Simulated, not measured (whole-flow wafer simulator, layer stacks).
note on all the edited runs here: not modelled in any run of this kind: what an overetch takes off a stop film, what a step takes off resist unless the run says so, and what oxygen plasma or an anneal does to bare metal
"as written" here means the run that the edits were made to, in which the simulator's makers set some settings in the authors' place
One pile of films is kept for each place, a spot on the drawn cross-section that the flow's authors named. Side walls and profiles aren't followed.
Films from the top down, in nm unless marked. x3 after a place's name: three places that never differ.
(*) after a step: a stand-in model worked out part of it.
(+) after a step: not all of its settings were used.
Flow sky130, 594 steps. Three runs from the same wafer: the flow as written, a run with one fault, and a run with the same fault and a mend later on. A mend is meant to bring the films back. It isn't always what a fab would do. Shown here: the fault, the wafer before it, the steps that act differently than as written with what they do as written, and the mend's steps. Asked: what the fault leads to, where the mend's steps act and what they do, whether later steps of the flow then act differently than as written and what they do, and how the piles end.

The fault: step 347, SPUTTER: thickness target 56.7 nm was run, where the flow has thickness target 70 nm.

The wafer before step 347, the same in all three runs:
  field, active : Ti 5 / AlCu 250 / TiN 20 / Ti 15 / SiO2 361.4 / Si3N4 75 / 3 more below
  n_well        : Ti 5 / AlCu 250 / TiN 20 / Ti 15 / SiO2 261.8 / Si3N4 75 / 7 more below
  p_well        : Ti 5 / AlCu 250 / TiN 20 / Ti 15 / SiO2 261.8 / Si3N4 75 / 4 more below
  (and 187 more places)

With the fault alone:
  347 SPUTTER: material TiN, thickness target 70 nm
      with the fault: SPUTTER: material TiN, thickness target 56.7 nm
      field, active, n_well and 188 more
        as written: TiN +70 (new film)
        with the fault: TiN +56.7 (new film)
  Later steps of the flow that act differently than as written (13 more steps differ only slightly, by at most 2% or 0.5 nm, whichever is larger, and aren't shown):
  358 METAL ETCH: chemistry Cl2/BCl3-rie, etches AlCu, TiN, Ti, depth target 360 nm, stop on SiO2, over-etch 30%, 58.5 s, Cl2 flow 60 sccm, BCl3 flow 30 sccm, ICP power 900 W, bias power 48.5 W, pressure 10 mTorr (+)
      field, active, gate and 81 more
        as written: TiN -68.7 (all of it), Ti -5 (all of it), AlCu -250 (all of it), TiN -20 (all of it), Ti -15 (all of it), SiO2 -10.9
        with the fault: TiN -55.4 (all of it), Ti -5 (all of it), AlCu -250 (all of it), TiN -20 (all of it), Ti -15 (all of it), SiO2 -12.3
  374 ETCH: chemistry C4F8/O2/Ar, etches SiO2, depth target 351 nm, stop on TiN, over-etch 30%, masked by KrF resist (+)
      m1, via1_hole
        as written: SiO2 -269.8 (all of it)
        with the fault: SiO2 -283.1 (all of it)
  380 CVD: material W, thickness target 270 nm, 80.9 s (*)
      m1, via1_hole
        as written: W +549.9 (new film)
        with the fault: W +563.4 (new film)
  At the end the piles differ from the flow's by more than 2% or 0.5 nm, whichever is larger, at n_well, p_well, gate_hv and 104 more.
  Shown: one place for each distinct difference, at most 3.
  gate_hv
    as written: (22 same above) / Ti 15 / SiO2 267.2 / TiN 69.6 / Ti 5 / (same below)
    with the fault: (22 same above) / Ti 15 / SiO2 280.5 / TiN 56.3 / Ti 5 / (same below)
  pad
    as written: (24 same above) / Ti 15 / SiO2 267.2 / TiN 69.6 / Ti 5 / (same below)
    with the fault: (24 same above) / Ti 15 / SiO2 280.5 / TiN 56.3 / Ti 5 / (same below)
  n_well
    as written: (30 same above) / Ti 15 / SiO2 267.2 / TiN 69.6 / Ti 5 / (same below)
    with the fault: (30 same above) / Ti 15 / SiO2 280.5 / TiN 56.3 / Ti 5 / (same below)

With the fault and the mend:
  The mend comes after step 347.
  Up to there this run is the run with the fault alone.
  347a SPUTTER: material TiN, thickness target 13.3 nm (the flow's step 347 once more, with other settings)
      field, active, n_well and 188 more
        TiN +13.3
  No later step of the flow acts differently than as written at any place that is followed.
  At the end the piles are the same as the flow's at every place that both follow.
